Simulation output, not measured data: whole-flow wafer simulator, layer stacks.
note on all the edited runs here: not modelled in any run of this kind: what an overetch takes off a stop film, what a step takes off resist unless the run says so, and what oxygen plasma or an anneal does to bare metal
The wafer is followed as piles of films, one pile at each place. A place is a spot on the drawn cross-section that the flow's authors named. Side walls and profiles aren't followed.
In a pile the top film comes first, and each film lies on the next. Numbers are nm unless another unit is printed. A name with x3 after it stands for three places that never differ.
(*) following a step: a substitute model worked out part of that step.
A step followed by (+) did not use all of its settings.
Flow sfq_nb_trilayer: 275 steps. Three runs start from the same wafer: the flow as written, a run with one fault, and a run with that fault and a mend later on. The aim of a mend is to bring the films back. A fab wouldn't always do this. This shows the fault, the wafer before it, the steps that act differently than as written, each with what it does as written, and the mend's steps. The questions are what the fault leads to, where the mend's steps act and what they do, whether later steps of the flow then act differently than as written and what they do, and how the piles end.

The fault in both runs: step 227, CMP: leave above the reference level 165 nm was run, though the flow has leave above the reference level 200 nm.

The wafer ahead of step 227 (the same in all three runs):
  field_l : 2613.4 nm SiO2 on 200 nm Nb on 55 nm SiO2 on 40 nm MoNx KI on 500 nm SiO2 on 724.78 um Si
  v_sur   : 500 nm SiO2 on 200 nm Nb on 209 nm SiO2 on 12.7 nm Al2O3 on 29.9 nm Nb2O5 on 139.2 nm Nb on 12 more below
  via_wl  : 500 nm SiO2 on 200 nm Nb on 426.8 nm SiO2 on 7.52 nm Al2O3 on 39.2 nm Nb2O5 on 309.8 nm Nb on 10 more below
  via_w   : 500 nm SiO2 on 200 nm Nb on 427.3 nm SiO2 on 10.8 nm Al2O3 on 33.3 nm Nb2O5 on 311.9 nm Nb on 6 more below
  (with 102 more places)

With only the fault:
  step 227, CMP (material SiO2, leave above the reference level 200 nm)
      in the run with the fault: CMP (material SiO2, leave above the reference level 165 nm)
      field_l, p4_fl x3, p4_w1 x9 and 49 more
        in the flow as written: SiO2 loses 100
        in the run with the fault: SiO2 loses 135
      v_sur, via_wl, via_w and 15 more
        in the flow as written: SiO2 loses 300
        in the run with the fault: SiO2 loses 335
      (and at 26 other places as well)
  Later steps of the flow acting differently than as written (not shown: 3 more steps that differ only slightly, by at most 2% or 0.5 nm, whichever is larger):
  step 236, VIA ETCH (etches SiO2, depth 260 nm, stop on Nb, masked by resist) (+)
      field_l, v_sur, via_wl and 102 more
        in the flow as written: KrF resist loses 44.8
        in the run with the fault: KrF resist loses 42.6
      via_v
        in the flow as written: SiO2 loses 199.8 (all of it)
        in the run with the fault: SiO2 loses 164.8 (all of it)
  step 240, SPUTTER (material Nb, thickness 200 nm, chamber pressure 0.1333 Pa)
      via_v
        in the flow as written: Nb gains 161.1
        in the run with the fault: Nb gains 169.6
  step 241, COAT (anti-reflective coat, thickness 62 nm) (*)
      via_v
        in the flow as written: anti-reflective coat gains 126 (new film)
        in the run with the fault: anti-reflective coat gains 116.4 (new film)
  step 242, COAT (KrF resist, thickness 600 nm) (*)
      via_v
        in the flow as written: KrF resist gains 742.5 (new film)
        in the run with the fault: KrF resist gains 714.1 (new film)
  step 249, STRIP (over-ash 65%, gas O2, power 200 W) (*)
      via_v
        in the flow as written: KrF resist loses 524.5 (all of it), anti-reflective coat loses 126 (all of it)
        in the run with the fault: KrF resist loses 496.2 (all of it), anti-reflective coat loses 116.4 (all of it)
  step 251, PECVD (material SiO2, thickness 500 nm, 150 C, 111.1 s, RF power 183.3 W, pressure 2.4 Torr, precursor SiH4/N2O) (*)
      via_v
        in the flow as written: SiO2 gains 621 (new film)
        in the run with the fault: SiO2 gains 551.5 (new film)
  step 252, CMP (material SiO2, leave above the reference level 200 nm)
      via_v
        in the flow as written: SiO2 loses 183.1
        in the run with the fault: SiO2 loses 157.1
  At v_sur, via_wl, via_w and 80 more, the piles at the end differ from the flow's by more than 2% or 0.5 nm, whichever is larger.
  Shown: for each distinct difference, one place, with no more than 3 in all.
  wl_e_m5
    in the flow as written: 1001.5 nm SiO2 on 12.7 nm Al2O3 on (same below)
    in the run with the fault: 966.5 nm SiO2 on 12.7 nm Al2O3 on (same below)
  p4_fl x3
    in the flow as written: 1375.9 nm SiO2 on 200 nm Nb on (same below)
    in the run with the fault: 1340.9 nm SiO2 on 200 nm Nb on (same below)
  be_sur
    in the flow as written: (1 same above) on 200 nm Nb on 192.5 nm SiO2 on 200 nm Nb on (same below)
    in the run with the fault: (1 same above) on 200 nm Nb on 157.5 nm SiO2 on 200 nm Nb on (same below)

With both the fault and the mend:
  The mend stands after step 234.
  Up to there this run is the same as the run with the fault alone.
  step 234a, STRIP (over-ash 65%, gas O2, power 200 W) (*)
      field_l, v_sur, via_wl and 102 more
        KrF resist loses 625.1 (all of it), anti-reflective coat loses 62 (all of it)
      via_v
        anti-reflective coat loses 62 (all of it)
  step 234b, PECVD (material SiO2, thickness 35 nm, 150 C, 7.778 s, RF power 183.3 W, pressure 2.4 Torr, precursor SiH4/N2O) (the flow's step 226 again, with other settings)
      field_l, v_sur, via_wl and 103 more
        SiO2 gains 35
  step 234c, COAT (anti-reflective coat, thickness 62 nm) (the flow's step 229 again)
      field_l, v_sur, via_wl and 103 more
        anti-reflective coat gains 62 (new film)
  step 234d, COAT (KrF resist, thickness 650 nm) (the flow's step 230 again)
      field_l, v_sur, via_wl and 103 more
        KrF resist gains 650 (new film)
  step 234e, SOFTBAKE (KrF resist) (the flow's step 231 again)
      alters no film at any place that is followed
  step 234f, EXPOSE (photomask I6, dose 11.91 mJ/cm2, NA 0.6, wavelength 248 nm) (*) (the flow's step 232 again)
      alters no film at any place that is followed
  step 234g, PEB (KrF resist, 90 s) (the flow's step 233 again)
      field_l, v_sur, via_wl and 103 more
        KrF resist loses 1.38
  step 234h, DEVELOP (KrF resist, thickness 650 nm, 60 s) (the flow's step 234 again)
      field_l, v_sur, via_wl and 102 more
        KrF resist loses 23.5
      via_v
        KrF resist loses 648.6 (all of it)
  None of the later steps of the flow differs from how it acts as written, at any place that is followed, by more than 2% or 0.5 nm, whichever is larger.
  At every place that both follow, the piles at the end match the flow's.
